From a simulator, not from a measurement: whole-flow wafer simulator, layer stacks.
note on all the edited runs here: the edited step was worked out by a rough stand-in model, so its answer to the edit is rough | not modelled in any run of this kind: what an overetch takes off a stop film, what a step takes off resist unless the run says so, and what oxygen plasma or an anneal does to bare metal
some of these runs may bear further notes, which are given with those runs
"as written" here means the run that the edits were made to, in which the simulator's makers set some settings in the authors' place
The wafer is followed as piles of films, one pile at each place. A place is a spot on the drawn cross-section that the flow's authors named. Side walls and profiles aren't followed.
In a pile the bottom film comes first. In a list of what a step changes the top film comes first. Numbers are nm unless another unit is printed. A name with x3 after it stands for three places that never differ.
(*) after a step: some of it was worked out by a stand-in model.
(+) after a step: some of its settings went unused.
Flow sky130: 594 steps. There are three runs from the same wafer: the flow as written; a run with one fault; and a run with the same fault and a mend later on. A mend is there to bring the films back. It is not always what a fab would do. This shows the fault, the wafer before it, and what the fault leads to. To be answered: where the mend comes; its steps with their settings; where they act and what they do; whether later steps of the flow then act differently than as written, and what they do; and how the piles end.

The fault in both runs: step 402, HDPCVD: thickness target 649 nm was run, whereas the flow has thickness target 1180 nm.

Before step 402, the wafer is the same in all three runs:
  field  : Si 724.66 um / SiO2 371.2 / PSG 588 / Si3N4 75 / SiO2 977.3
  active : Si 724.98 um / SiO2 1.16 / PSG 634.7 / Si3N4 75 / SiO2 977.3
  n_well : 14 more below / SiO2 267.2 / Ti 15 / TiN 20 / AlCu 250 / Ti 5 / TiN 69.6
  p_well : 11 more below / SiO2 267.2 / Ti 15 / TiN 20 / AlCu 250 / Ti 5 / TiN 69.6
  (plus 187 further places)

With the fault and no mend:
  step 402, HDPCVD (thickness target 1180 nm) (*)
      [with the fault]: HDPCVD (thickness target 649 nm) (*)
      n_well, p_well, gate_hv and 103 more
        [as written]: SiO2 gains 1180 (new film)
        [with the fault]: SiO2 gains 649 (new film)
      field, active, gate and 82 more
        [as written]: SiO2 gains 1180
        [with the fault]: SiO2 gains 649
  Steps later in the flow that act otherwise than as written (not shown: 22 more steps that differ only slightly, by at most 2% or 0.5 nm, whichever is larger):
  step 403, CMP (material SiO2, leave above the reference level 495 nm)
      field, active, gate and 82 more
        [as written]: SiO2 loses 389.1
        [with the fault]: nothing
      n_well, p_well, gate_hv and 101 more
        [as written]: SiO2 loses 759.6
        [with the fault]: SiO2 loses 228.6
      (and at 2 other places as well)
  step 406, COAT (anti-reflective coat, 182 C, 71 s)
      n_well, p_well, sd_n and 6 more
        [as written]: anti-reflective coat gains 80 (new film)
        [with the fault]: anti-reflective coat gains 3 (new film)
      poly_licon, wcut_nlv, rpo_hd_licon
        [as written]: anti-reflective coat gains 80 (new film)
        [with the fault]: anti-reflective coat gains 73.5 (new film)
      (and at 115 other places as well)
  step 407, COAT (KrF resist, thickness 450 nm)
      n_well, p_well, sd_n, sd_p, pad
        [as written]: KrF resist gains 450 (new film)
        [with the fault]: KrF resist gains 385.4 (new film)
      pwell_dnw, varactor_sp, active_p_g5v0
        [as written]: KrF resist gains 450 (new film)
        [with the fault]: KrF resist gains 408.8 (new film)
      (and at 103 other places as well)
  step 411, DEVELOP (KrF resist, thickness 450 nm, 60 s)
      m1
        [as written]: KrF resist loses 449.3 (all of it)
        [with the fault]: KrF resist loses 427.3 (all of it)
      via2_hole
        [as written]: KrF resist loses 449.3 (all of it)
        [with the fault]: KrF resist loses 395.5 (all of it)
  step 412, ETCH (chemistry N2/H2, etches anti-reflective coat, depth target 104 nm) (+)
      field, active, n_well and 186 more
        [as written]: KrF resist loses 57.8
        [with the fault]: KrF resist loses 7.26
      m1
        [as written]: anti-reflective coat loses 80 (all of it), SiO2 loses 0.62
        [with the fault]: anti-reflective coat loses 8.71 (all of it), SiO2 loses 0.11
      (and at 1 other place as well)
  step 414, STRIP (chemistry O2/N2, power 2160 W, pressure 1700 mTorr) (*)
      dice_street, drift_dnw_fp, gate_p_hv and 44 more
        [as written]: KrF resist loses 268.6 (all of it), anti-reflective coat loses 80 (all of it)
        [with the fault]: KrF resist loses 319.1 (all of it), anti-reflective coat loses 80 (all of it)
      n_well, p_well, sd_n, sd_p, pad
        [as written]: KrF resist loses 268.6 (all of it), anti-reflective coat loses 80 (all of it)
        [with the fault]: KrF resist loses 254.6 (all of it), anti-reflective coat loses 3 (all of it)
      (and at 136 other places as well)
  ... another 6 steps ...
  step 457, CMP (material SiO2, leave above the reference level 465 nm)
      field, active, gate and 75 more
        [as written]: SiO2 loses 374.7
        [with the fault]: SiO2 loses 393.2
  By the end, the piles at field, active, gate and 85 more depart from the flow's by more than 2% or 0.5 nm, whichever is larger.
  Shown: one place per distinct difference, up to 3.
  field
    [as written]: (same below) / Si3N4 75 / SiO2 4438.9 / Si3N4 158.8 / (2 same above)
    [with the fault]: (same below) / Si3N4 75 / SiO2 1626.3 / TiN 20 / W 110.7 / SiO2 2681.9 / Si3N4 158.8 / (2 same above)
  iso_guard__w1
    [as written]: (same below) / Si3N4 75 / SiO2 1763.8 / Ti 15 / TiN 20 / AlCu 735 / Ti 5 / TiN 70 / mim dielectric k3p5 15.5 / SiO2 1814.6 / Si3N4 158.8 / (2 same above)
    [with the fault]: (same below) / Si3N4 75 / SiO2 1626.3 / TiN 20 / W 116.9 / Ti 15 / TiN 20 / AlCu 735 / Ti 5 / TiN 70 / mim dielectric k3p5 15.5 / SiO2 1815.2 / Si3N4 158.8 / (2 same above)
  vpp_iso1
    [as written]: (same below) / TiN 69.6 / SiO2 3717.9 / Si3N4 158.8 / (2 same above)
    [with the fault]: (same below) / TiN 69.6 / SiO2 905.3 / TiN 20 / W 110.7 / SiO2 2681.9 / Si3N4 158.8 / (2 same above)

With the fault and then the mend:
  After step 402 comes the mend.
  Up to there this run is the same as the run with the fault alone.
  step 402a, HDPCVD (thickness target 531 nm) (*) (a further turn of the flow's step 402, with different settings)
      field, active, n_well and 188 more
        SiO2 gains 531
  None of the later steps of the flow differs from how it acts as written, at any place that is followed, by more than 2% or 0.5 nm, whichever is larger.
  At every place that both follow, the piles at the end match the flow's.
